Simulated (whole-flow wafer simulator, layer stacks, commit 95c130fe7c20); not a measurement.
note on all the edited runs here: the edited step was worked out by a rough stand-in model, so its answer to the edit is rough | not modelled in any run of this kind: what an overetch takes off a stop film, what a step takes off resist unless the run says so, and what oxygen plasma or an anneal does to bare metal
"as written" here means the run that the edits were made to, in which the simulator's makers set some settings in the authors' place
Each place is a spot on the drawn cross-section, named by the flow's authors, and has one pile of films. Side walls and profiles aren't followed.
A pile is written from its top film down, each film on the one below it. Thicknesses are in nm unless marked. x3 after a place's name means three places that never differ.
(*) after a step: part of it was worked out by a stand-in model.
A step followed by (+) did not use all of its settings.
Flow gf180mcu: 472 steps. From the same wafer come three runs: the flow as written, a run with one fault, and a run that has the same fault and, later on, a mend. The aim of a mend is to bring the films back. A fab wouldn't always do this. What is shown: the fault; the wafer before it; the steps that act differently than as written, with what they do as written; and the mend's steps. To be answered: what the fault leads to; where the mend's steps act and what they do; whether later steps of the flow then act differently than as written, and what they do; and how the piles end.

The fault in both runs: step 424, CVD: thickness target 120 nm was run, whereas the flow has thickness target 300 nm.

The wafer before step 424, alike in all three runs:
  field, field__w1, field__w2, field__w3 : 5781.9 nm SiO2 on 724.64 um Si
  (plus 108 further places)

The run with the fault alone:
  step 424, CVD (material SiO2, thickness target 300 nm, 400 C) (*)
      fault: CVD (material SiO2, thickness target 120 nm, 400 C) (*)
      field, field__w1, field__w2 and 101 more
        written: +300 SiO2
        fault: +120 SiO2
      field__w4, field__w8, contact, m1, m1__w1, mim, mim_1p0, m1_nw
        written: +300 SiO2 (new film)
        fault: +120 SiO2 (new film)
  Steps later in the flow that act otherwise than as written:
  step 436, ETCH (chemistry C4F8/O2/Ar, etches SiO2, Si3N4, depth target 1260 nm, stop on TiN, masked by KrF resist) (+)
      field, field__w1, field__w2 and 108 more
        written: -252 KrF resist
        fault: -207.4 KrF resist
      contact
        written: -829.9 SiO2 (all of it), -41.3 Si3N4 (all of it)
        fault: -649.9 SiO2 (all of it), -41.3 Si3N4 (all of it)
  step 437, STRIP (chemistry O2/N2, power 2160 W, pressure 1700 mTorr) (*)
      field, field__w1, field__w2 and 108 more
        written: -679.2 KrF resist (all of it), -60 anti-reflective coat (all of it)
        fault: -723.8 KrF resist (all of it), -60 anti-reflective coat (all of it)
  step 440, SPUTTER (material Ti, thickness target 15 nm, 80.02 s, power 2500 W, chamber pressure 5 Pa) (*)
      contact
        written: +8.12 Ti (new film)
        fault: +9.01 Ti (new film)
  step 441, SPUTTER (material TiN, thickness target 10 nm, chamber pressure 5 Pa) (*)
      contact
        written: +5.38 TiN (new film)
        fault: +5.97 TiN (new film)
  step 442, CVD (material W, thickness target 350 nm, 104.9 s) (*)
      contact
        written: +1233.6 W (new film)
        fault: +1052.1 W (new film)
  By the end, the piles at field, field__w1, field__w2 and 109 more depart from the flow's by more than 2% or 0.5 nm, whichever is larger.
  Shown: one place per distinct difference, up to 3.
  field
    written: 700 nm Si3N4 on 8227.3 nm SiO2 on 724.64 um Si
    fault: 700 nm Si3N4 on 8047.3 nm SiO2 on 724.64 um Si
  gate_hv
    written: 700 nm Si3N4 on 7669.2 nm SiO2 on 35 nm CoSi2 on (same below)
    fault: 700 nm Si3N4 on 7489.2 nm SiO2 on 35 nm CoSi2 on (same below)
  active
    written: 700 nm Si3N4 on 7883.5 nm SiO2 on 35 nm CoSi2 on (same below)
    fault: 700 nm Si3N4 on 7703.5 nm SiO2 on 35 nm CoSi2 on (same below)

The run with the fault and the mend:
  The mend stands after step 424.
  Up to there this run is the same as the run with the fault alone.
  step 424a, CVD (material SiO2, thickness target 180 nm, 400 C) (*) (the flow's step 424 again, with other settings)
      field, field__w1, field__w2 and 109 more
        +180 SiO2
  Every later step of the flow that is run acts as written at every place that is followed.
  The piles end the same as the flow's at every place that both follow.
